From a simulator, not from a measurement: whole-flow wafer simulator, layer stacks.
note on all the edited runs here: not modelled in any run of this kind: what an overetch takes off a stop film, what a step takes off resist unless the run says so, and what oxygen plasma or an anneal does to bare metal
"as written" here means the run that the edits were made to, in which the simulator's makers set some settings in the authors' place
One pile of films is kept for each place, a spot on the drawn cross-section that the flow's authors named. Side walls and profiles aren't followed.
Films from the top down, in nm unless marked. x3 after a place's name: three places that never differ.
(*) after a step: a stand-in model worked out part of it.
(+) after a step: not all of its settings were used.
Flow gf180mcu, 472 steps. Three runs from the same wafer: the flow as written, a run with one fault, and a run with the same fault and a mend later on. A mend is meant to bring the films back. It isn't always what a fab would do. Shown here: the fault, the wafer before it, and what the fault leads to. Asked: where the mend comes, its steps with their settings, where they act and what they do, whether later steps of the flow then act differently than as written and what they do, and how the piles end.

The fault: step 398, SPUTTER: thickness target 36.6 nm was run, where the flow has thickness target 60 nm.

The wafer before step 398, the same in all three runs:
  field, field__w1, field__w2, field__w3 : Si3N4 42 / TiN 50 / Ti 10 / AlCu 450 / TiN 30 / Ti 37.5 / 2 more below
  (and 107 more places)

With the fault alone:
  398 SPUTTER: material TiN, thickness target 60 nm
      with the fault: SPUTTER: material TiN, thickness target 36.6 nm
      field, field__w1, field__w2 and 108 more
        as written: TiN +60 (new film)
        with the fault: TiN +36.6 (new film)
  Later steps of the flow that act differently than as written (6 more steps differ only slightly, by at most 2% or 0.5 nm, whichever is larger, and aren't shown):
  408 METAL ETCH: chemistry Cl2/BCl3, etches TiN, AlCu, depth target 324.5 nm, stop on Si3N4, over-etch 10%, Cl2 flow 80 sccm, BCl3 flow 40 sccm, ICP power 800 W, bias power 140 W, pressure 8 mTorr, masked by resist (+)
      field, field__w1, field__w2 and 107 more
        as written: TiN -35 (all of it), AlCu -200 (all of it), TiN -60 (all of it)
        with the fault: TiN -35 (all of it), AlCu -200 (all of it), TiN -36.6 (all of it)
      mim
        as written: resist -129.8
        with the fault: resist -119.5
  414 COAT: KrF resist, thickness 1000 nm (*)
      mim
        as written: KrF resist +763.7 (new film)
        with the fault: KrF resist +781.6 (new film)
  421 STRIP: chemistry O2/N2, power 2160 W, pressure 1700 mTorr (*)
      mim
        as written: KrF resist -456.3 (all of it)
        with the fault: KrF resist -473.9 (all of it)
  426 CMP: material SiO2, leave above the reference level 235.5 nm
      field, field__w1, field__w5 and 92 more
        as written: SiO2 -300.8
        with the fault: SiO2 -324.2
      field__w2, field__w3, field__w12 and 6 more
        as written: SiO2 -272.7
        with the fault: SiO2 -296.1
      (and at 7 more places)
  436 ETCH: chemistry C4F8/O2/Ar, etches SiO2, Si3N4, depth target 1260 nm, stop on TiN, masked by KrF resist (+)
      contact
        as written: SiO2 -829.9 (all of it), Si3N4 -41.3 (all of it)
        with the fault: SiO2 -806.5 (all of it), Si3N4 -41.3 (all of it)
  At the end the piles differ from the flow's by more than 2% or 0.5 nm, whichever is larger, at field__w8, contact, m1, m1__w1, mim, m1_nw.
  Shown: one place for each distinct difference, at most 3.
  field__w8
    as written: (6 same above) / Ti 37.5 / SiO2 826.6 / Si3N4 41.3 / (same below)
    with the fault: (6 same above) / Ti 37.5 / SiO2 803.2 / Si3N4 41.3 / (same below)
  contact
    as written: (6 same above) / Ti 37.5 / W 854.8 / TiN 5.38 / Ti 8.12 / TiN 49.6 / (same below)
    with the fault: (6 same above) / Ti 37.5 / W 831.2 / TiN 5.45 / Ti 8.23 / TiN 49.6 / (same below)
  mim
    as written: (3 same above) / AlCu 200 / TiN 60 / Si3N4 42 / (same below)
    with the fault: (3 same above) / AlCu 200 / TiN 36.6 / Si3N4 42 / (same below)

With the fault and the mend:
  The mend comes after step 398.
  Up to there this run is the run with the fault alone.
  398a SPUTTER: material TiN, thickness target 23.4 nm (the flow's step 398 once more, with other settings)
      field, field__w1, field__w2 and 108 more
        TiN +23.4
  No later step of the flow acts differently than as written at any place that is followed.
  At the end the piles are the same as the flow's at every place that both follow.
